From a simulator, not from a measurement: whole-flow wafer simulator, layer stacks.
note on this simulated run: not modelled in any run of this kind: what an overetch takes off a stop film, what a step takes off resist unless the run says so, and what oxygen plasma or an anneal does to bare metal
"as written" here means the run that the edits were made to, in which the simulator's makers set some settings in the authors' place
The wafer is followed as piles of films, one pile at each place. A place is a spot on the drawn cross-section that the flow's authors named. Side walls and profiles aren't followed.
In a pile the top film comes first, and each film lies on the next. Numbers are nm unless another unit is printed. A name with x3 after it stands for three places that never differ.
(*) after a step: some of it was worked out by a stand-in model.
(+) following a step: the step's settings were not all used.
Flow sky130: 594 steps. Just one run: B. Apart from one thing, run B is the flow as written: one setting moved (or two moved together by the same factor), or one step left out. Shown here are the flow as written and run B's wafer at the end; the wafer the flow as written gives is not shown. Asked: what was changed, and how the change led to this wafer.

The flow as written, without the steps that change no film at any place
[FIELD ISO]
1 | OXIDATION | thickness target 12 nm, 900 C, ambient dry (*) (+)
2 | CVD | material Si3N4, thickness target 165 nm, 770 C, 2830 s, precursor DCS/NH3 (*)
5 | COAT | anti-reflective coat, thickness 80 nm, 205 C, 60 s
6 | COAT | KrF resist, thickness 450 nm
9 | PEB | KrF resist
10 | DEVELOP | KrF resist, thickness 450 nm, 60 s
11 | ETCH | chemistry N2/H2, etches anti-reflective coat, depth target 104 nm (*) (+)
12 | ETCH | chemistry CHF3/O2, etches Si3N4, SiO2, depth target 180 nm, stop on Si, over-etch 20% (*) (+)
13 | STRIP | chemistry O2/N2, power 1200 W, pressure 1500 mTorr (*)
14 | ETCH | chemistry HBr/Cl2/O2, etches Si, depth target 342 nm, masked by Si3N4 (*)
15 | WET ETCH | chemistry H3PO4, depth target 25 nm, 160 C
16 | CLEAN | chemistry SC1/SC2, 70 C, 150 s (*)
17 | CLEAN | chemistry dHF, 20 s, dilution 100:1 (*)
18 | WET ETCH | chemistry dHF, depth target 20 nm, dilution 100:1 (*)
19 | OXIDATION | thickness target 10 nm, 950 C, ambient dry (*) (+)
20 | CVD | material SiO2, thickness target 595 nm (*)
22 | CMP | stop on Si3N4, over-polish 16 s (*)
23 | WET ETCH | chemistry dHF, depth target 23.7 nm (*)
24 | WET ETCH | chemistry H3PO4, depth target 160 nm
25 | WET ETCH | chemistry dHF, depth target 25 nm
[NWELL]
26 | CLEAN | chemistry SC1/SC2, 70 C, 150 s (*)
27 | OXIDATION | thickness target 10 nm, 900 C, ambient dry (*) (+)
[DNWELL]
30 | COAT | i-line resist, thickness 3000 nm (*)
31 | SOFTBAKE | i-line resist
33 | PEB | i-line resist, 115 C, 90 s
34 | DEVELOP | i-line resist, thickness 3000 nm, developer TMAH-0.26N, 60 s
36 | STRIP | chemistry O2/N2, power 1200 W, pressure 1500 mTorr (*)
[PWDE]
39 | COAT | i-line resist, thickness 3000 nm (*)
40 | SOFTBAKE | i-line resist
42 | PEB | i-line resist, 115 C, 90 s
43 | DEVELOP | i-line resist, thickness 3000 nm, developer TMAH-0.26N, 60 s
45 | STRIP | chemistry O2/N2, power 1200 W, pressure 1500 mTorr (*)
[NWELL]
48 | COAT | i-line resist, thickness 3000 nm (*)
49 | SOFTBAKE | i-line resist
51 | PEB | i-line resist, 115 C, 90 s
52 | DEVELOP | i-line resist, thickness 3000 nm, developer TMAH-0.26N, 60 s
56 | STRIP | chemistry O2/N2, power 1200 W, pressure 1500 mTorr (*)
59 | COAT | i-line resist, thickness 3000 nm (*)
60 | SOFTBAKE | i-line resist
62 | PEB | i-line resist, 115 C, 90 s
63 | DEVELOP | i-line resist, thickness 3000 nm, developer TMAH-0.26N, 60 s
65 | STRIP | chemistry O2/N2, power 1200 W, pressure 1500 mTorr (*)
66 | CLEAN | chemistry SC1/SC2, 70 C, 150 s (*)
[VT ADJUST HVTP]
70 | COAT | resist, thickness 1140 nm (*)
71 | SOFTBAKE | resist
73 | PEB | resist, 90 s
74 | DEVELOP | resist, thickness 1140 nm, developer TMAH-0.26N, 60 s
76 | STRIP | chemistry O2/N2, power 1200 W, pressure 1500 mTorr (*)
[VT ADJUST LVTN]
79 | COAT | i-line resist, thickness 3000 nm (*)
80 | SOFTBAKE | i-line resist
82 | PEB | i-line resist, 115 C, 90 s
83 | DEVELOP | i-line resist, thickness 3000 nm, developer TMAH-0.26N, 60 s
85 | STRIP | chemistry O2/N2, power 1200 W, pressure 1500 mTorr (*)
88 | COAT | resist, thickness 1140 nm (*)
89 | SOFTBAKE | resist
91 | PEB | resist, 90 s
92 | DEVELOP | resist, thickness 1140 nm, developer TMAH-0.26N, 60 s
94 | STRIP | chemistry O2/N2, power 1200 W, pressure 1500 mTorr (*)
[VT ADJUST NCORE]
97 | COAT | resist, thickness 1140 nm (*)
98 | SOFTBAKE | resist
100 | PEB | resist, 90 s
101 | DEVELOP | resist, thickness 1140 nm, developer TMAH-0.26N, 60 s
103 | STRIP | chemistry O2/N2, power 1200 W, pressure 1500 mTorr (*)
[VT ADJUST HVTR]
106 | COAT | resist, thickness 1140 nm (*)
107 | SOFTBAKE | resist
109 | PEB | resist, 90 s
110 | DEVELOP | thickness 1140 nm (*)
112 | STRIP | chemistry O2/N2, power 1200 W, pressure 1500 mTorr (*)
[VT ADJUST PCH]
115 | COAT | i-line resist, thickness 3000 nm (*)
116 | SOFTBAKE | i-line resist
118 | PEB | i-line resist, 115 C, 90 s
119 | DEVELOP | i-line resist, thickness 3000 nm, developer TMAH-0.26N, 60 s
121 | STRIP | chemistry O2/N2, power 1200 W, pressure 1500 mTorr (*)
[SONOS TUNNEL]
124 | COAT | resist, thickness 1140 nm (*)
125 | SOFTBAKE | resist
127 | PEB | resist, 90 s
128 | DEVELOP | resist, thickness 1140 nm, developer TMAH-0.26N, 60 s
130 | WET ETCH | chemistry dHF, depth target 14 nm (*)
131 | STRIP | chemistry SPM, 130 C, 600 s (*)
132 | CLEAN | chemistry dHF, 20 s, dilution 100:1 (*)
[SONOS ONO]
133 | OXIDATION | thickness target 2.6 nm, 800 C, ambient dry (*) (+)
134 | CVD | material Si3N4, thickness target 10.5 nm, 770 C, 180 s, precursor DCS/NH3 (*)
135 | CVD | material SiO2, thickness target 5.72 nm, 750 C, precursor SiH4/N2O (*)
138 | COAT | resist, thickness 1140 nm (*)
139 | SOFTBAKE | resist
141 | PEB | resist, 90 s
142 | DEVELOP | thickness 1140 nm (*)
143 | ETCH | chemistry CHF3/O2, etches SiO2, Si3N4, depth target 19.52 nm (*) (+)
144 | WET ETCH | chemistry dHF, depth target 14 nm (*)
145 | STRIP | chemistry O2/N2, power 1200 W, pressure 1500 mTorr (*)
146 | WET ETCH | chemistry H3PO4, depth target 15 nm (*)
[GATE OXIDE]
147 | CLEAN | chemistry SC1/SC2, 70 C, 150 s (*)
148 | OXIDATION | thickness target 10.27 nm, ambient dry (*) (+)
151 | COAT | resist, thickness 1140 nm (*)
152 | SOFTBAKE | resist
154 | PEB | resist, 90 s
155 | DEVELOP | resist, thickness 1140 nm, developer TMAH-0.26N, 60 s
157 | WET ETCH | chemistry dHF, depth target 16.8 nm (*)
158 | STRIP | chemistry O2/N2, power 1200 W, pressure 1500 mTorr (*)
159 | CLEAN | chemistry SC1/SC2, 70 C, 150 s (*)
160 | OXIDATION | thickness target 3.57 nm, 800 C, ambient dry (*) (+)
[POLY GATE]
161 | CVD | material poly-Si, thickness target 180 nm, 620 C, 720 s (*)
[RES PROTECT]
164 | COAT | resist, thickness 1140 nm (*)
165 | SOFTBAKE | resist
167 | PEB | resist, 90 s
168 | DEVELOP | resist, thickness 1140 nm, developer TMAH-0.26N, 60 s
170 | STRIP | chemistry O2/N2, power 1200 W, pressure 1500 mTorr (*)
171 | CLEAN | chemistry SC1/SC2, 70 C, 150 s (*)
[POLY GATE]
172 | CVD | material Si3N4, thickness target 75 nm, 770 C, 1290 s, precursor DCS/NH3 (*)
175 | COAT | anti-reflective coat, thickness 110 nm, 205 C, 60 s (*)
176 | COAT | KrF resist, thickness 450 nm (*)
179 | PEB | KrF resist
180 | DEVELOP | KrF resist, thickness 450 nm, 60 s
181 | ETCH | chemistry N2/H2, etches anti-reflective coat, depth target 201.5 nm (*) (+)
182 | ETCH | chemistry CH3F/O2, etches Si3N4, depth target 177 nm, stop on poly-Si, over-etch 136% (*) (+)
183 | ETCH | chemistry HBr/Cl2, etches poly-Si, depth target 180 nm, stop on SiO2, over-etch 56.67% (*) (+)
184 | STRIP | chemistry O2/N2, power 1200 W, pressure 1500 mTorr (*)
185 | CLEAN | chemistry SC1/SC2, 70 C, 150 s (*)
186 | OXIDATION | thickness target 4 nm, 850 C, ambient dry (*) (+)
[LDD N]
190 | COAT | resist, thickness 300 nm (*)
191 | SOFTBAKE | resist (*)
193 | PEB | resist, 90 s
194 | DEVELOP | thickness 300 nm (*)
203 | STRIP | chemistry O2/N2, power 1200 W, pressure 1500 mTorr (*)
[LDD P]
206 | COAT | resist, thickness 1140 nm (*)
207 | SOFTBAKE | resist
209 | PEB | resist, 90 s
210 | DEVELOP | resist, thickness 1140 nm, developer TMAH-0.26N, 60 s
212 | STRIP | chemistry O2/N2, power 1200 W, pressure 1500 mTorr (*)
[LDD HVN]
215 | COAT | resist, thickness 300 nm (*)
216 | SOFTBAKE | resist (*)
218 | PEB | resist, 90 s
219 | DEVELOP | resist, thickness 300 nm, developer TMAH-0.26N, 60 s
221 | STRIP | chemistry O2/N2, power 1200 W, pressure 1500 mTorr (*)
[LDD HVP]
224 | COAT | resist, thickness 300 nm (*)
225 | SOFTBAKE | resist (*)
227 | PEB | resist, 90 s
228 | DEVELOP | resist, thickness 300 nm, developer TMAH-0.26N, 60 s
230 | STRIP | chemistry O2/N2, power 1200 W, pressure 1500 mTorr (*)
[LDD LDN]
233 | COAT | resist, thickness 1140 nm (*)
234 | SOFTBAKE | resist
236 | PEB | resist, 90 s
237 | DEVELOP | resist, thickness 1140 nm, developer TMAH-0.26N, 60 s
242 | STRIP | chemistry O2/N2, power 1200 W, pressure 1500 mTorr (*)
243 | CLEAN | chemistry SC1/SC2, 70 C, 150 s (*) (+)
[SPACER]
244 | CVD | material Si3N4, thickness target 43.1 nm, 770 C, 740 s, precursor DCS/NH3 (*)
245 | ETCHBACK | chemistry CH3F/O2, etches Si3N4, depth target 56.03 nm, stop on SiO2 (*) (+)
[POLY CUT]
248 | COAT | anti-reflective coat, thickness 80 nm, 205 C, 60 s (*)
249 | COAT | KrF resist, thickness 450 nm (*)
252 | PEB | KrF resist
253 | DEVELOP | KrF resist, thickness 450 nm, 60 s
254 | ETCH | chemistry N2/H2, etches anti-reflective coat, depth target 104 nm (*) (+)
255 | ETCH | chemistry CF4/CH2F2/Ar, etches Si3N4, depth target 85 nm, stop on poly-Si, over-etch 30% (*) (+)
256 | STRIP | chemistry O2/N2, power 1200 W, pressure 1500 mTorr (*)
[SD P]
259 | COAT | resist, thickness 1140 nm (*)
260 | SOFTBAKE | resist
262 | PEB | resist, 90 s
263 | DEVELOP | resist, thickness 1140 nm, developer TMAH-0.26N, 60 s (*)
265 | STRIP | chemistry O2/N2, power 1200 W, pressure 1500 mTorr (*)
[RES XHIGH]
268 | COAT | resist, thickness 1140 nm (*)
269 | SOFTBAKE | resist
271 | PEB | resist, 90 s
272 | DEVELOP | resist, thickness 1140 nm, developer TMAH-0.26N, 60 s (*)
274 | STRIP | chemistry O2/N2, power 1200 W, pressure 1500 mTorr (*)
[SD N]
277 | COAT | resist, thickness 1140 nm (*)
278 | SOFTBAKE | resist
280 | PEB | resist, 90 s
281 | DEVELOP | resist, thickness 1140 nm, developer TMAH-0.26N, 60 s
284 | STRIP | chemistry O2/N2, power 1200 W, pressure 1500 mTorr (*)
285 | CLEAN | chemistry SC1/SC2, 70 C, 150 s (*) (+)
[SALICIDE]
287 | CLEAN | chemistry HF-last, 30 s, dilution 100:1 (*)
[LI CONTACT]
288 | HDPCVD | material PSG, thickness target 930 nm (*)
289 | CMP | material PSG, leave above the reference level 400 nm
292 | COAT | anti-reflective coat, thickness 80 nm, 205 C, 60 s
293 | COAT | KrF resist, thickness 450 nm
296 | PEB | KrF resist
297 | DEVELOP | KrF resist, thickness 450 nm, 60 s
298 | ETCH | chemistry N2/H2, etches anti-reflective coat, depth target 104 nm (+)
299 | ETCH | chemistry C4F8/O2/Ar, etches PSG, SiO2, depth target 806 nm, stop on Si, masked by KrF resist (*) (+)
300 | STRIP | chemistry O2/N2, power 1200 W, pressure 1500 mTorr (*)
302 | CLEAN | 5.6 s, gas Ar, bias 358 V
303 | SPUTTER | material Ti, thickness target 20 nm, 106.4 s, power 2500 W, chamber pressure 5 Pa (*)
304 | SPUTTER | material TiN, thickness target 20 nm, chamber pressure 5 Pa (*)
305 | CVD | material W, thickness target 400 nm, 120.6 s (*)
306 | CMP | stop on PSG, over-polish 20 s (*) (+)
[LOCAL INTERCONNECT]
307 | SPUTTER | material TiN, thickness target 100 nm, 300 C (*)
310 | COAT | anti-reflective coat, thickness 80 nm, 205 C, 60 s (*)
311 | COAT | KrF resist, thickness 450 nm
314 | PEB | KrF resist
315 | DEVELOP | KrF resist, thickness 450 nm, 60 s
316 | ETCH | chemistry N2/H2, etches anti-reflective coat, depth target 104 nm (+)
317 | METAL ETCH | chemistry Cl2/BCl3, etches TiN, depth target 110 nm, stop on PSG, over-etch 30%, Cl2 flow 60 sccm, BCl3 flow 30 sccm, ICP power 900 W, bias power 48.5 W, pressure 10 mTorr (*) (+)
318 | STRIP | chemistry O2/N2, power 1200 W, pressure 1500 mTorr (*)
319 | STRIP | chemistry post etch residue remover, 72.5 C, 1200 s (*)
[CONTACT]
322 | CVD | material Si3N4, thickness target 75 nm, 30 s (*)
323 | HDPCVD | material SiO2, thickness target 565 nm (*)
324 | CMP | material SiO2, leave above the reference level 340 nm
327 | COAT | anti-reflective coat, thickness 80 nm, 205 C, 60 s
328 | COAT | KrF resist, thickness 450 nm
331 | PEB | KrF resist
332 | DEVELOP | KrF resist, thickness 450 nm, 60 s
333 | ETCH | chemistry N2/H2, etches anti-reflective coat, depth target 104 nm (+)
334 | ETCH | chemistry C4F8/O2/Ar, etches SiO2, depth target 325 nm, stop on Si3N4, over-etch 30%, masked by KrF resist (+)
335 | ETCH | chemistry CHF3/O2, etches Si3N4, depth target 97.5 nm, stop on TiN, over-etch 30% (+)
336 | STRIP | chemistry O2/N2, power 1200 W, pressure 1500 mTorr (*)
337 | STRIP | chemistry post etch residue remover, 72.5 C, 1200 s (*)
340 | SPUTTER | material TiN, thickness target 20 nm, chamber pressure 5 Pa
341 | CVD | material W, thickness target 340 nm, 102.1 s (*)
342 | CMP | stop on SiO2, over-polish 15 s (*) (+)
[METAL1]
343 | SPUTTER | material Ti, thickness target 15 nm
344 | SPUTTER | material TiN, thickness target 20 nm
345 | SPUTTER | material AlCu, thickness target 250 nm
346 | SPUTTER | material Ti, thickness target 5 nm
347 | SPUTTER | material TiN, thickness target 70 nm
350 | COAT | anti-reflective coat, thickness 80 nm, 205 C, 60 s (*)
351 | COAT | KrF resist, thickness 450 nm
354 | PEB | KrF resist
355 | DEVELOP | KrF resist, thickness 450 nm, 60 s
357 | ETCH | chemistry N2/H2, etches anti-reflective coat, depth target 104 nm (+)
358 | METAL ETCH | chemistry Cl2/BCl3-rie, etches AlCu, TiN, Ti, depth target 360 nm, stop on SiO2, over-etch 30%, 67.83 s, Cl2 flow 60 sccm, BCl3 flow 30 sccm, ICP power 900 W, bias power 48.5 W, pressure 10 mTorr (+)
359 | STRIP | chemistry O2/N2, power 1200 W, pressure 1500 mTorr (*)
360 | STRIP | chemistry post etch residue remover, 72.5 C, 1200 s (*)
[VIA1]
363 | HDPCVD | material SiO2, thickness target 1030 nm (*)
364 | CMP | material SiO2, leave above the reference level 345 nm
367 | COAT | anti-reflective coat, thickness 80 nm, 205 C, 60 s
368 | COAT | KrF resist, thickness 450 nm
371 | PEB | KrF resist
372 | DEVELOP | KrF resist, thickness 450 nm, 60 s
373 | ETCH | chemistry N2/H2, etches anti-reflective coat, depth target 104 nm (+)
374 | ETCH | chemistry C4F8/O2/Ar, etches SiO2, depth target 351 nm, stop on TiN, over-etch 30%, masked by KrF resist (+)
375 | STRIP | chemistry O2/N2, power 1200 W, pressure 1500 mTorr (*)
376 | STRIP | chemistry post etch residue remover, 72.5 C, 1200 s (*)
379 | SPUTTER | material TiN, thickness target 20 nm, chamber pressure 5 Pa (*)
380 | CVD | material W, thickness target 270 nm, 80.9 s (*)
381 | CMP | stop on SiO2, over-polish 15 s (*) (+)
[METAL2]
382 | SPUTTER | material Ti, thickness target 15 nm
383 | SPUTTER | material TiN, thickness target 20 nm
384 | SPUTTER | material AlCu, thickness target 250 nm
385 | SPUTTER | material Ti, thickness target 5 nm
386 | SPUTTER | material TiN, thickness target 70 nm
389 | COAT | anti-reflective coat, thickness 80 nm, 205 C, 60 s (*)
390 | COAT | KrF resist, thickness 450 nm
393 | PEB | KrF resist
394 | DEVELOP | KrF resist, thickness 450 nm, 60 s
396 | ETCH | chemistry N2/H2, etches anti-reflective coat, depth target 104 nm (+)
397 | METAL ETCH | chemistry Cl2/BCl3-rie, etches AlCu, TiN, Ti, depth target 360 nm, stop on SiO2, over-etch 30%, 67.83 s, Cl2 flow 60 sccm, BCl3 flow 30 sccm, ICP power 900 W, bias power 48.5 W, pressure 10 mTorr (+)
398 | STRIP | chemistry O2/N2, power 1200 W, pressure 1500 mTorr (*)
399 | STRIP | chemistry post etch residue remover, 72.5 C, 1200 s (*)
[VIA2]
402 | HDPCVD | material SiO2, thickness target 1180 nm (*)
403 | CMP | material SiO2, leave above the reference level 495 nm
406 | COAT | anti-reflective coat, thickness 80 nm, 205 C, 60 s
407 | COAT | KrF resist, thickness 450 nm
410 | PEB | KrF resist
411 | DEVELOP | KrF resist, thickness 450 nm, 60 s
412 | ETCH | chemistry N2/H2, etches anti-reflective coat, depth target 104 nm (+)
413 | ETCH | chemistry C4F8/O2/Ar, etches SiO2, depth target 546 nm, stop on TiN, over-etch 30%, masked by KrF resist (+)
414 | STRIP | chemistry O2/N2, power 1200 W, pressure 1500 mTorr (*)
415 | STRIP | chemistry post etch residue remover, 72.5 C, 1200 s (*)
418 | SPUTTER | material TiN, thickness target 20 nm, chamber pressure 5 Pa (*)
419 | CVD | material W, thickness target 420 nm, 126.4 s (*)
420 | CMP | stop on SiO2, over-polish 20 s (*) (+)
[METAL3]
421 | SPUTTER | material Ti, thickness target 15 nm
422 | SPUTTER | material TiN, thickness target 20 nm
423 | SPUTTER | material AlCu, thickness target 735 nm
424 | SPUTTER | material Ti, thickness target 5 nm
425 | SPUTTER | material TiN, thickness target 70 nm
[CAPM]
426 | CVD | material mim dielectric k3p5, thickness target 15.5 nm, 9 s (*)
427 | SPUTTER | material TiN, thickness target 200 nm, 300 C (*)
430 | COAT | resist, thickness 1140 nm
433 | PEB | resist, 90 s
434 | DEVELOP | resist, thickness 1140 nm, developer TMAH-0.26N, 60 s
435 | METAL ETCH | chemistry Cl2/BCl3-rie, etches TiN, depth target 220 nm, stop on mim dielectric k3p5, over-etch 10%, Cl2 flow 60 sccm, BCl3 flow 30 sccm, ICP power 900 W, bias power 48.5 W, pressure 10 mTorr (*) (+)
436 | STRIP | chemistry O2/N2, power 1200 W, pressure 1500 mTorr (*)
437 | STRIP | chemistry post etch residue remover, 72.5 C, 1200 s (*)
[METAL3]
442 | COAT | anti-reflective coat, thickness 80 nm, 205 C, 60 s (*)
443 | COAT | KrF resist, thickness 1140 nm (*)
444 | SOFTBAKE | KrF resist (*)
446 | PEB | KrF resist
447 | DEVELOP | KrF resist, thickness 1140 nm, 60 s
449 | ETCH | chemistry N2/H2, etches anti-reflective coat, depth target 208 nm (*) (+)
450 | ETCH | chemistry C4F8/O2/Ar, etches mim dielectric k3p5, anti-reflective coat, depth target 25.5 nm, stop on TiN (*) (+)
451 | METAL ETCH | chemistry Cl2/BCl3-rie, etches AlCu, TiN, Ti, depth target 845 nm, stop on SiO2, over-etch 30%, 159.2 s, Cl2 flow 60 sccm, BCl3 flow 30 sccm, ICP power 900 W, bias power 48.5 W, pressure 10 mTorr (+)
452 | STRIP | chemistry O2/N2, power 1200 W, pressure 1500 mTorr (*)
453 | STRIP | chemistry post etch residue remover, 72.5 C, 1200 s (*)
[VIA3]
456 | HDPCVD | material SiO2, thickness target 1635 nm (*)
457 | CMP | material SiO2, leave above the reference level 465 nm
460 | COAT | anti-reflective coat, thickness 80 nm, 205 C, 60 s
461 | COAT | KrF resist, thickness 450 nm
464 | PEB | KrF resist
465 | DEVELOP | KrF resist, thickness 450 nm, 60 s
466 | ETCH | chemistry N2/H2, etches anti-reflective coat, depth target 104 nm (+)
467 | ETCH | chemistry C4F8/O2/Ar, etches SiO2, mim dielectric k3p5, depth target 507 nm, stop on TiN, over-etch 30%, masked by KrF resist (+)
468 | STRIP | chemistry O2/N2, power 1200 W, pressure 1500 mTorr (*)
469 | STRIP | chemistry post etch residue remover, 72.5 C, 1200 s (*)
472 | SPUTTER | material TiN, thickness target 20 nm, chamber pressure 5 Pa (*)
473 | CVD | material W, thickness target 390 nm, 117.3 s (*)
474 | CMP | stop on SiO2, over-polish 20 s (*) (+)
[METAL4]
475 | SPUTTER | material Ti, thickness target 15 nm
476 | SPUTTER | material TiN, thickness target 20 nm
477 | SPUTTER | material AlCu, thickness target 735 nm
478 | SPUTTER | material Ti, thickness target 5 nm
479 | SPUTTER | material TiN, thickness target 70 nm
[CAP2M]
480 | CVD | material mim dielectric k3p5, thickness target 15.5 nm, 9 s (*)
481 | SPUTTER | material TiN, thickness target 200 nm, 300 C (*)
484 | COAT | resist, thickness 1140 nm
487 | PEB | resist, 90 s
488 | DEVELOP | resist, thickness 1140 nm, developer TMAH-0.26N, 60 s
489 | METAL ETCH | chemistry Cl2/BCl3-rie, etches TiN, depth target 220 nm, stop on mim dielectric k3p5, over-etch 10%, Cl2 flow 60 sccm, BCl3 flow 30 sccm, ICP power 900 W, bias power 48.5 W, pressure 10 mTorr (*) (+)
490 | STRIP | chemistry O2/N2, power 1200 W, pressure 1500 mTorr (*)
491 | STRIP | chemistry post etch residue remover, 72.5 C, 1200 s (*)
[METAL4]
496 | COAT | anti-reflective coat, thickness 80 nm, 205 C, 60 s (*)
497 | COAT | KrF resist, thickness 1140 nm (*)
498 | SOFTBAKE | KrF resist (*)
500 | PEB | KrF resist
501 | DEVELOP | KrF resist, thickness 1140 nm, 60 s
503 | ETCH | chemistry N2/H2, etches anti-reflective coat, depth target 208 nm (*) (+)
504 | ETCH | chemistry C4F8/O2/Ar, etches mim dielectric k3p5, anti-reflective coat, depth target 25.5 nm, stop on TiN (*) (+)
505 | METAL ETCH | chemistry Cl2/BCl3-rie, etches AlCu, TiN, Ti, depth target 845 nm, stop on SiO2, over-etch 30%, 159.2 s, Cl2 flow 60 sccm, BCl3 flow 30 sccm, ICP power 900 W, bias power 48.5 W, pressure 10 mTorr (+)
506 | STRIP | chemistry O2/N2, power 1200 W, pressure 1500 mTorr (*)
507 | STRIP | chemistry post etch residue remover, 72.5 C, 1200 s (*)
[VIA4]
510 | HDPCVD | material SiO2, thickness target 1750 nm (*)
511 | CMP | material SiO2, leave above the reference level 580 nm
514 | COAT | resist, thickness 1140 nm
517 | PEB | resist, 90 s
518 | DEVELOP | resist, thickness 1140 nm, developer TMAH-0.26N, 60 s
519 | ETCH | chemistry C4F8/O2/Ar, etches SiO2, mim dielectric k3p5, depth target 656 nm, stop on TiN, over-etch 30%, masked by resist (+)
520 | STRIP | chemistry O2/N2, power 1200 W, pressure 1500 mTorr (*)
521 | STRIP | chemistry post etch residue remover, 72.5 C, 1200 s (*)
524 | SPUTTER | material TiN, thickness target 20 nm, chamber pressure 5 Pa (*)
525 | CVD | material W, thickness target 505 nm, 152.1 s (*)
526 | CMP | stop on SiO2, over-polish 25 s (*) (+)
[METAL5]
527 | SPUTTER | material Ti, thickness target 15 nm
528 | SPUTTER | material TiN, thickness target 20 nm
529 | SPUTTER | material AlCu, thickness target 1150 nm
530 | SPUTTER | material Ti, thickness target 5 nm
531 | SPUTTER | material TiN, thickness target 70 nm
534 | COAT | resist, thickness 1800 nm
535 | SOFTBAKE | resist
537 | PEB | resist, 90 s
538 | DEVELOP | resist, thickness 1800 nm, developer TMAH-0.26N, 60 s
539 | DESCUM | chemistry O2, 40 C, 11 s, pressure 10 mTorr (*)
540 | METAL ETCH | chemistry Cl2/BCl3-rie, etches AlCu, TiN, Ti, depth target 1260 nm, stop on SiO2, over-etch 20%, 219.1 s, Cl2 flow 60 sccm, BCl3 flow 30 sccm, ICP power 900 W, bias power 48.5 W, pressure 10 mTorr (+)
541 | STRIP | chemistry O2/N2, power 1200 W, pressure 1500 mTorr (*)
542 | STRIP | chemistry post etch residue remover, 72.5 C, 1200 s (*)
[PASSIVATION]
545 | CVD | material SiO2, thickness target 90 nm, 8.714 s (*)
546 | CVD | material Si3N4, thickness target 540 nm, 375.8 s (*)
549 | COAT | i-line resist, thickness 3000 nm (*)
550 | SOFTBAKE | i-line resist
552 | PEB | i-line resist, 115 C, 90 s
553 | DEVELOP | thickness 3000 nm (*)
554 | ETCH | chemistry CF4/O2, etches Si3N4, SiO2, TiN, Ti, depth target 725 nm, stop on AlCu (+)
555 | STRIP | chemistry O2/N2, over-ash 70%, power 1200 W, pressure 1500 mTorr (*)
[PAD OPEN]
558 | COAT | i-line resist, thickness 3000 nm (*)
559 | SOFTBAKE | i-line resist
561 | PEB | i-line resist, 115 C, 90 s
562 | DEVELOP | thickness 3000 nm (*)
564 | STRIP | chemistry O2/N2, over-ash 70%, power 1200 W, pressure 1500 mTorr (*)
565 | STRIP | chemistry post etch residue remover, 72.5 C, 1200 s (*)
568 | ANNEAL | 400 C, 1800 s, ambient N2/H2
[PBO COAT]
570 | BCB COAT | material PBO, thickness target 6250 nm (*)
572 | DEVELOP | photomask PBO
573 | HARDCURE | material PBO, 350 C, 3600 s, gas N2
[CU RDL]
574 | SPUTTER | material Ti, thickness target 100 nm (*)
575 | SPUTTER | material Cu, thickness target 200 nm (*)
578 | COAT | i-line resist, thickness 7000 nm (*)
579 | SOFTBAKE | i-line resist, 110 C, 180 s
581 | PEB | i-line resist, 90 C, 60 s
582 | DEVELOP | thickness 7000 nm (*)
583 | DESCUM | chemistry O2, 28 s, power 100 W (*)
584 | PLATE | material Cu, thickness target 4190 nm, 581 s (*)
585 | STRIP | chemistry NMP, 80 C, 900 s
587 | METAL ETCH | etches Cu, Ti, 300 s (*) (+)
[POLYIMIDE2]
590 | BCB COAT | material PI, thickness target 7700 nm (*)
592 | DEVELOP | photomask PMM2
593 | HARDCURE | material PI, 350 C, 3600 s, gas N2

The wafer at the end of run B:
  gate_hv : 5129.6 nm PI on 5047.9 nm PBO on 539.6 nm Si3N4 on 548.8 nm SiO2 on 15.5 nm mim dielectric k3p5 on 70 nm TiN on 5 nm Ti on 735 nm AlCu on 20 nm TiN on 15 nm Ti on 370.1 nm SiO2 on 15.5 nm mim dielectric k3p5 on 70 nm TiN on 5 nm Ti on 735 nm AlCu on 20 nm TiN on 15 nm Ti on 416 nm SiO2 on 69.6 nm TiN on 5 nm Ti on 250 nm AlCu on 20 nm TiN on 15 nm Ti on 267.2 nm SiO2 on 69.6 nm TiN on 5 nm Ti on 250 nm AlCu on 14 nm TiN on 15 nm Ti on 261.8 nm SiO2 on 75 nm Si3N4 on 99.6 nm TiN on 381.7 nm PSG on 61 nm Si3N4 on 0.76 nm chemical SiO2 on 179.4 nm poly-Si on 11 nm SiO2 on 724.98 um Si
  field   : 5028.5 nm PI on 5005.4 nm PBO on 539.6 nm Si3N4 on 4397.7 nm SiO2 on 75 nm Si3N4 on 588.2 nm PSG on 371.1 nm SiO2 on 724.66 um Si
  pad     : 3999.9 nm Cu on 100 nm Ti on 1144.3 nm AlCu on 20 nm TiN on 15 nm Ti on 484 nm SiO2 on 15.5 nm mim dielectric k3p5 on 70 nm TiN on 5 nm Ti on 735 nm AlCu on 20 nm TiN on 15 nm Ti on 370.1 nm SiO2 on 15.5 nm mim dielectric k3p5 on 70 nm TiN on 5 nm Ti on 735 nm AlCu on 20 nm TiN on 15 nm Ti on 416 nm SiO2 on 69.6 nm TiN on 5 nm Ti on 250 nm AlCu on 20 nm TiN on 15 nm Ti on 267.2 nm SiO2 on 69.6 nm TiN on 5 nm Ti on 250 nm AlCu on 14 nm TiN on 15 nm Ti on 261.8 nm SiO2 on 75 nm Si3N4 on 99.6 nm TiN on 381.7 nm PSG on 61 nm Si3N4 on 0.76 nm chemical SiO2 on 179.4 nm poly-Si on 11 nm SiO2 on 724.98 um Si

Cause: step 344, SPUTTER: thickness target 14 nm was run, while the flow as written has thickness target 20 nm.
One can read it off the wafer: gate_hv has TiN 14, and step 344 as written asks for 20 nm.

How this came from the change, step by step:
  344 | SPUTTER | material TiN, thickness target 20 nm
      field, active, n_well and 188 more: TiN gains 14 (new film) (in the flow as written it would be: TiN gains 20 (new film))
  358 | METAL ETCH | chemistry Cl2/BCl3-rie, etches AlCu, TiN, Ti, depth target 360 nm, stop on SiO2, over-etch 30%, 67.83 s, Cl2 flow 60 sccm, BCl3 flow 30 sccm, ICP power 900 W, bias power 48.5 W, pressure 10 mTorr (+)
      field, active, gate and 81 more: TiN loses 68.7 (all of it), Ti loses 5 (all of it), AlCu loses 250 (all of it), TiN loses 14 (all of it), Ti loses 15 (all of it), SiO2 loses 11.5 (in the flow as written it would be: TiN loses 68.7 (all of it), Ti loses 5 (all of it), AlCu loses 250 (all of it), TiN loses 20 (all of it), Ti loses 15 (all of it), SiO2 loses 10.9)
